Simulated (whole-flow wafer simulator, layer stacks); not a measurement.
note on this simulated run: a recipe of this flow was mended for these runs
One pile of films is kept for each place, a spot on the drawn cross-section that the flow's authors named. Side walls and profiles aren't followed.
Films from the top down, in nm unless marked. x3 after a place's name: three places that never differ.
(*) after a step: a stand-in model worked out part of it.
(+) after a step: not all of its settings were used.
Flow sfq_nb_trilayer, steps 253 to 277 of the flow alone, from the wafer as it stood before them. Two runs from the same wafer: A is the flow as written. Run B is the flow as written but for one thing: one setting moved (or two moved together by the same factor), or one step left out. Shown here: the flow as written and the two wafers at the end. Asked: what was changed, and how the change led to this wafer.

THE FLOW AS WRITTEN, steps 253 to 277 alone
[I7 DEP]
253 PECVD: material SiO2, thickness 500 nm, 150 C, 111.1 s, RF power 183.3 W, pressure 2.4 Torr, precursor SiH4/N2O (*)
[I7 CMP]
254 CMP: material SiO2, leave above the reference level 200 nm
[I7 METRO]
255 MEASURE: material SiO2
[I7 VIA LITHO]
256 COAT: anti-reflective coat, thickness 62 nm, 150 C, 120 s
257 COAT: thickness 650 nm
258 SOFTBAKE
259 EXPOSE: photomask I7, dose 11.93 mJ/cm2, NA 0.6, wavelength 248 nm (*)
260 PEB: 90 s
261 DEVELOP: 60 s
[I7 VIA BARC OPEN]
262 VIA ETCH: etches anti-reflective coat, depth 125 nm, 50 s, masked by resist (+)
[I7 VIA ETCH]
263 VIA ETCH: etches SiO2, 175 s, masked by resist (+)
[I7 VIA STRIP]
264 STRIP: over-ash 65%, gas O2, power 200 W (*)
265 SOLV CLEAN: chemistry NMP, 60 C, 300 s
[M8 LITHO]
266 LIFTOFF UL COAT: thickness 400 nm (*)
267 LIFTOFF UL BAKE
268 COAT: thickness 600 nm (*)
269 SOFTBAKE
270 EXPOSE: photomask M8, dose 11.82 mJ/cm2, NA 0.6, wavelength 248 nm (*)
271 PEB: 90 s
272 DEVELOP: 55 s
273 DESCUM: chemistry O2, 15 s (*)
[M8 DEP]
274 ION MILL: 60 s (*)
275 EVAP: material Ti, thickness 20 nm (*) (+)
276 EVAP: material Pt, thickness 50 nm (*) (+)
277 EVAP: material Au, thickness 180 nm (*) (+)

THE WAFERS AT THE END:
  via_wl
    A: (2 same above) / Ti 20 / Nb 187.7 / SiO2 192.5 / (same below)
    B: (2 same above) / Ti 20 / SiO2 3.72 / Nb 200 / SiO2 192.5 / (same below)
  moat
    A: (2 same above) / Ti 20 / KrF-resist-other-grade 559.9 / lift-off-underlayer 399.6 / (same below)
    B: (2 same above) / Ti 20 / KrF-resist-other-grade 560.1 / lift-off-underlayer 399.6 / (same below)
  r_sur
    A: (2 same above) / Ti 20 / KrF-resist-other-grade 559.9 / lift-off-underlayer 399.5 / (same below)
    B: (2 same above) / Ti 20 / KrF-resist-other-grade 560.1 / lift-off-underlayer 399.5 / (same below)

The cause: step 263, VIA ETCH: 127 s was run, where the flow has 175 s.

How the change led to this, step by step:
  263 VIA ETCH: etches SiO2, 175 s, masked by resist (+)
      via_wl, via_w, via_wr: A SiO2 -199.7 (all of it), Nb -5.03 | B SiO2 -188.7
      field_l, v_sur, via_sp and 100 more: A KrF-resist-other-grade -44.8 | B KrF-resist-other-grade -32.5
  264 STRIP: over-ash 65%, gas O2, power 200 W (*)
      field_l, v_sur, via_sp and 100 more: A KrF-resist-other-grade -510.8 (all of it), anti-reflective coat -62 (all of it) | B KrF-resist-other-grade -523.1 (all of it), anti-reflective coat -62 (all of it)
  266 LIFTOFF UL COAT: thickness 400 nm (*)
      via_wl, via_wr: A lift-off-underlayer +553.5 (new film) | B lift-off-underlayer +541.5 (new film)
      via_w: A lift-off-underlayer +539.8 (new film) | B lift-off-underlayer +528.9 (new film)
  272 DEVELOP: 55 s
      via_wl: A KrF-resist-other-grade -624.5 (all of it), lift-off-underlayer -553.5 (all of it) | B KrF-resist-other-grade -622.5 (all of it), lift-off-underlayer -541.5 (all of it)
      via_w: A KrF-resist-other-grade -636.4 (all of it), lift-off-underlayer -539.8 (all of it) | B KrF-resist-other-grade -633.4 (all of it), lift-off-underlayer -528.9 (all of it)
      (and at 1 more place)
  274 ION MILL: 60 s (*)
      via_wl, via_w, via_wr: A Nb -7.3 | B SiO2 -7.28
Counting metal films that touch as one body, via_wl has 8 bodies (between them, from the top down: SiO2 3.72; SiO2 192.5; SiO2 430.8 / Al2O3 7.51 / Nb2O5 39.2; SiO2 192.5; SiO2 192.5; SiO2 192.5; SiO2 192.5); the flow as written gives 7 bodies (between them, from the top down: SiO2 192.5; SiO2 430.8 / Al2O3 7.51 / Nb2O5 39.2; SiO2 192.5; SiO2 192.5; SiO2 192.5; SiO2 192.5).
